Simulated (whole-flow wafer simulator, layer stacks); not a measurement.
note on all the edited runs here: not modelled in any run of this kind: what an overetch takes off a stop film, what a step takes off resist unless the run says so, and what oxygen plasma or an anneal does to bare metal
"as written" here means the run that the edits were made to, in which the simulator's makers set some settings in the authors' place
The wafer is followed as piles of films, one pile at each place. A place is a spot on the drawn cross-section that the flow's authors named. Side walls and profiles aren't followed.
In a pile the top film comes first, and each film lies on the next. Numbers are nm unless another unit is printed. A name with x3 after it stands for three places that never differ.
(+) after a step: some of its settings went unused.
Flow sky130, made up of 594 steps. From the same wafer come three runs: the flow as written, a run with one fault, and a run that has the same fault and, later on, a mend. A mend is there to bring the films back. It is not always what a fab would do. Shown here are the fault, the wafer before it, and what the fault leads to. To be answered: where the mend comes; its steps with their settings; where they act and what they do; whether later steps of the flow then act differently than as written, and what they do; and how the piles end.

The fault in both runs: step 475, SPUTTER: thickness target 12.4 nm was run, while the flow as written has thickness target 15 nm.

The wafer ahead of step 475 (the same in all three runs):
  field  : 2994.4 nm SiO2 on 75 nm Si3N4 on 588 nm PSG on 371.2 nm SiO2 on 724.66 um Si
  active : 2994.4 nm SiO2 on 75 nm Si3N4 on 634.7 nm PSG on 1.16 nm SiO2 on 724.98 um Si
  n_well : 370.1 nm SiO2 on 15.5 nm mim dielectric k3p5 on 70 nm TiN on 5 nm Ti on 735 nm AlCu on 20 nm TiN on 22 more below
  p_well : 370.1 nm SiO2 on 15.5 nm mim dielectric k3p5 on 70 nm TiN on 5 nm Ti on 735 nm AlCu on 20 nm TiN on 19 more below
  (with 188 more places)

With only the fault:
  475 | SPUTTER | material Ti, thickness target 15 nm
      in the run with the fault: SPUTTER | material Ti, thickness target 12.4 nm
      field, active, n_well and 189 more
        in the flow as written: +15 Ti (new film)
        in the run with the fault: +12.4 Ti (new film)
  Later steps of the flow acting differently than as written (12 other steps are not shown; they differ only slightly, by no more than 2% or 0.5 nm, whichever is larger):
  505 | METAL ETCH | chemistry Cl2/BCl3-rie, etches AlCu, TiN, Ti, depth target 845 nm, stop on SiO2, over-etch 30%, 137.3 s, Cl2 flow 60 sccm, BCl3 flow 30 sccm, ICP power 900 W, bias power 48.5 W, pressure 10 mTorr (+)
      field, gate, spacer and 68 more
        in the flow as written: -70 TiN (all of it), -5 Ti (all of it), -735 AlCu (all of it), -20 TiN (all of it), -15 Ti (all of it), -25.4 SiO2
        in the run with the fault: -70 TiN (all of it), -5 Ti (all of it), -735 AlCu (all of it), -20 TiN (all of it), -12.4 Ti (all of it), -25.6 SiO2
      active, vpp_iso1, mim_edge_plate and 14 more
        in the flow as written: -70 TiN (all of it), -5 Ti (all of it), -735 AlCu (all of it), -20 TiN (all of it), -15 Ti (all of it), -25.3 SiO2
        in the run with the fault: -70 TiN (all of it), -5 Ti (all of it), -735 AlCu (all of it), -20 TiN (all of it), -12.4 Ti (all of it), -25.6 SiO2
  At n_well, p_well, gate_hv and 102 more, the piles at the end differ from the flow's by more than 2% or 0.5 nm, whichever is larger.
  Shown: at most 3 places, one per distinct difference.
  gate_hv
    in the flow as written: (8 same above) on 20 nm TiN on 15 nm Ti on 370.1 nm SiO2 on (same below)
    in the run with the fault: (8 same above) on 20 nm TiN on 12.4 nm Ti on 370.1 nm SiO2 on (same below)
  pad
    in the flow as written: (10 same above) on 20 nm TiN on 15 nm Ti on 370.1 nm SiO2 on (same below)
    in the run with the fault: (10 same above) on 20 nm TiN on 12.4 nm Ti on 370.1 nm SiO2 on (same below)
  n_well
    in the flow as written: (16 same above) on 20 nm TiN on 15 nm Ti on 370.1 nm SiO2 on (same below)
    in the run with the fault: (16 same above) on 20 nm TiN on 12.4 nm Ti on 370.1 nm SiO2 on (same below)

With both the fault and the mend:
  After step 475 comes the mend.
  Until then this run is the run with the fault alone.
  475a | SPUTTER | material Ti, thickness target 2.6 nm (the flow's step 475 again, with other settings)
      field, active, n_well and 189 more
        +2.6 Ti
  Later steps of the flow that are run all act as written at every place that is followed.
  At every place that both follow, the piles at the end match the flow's.
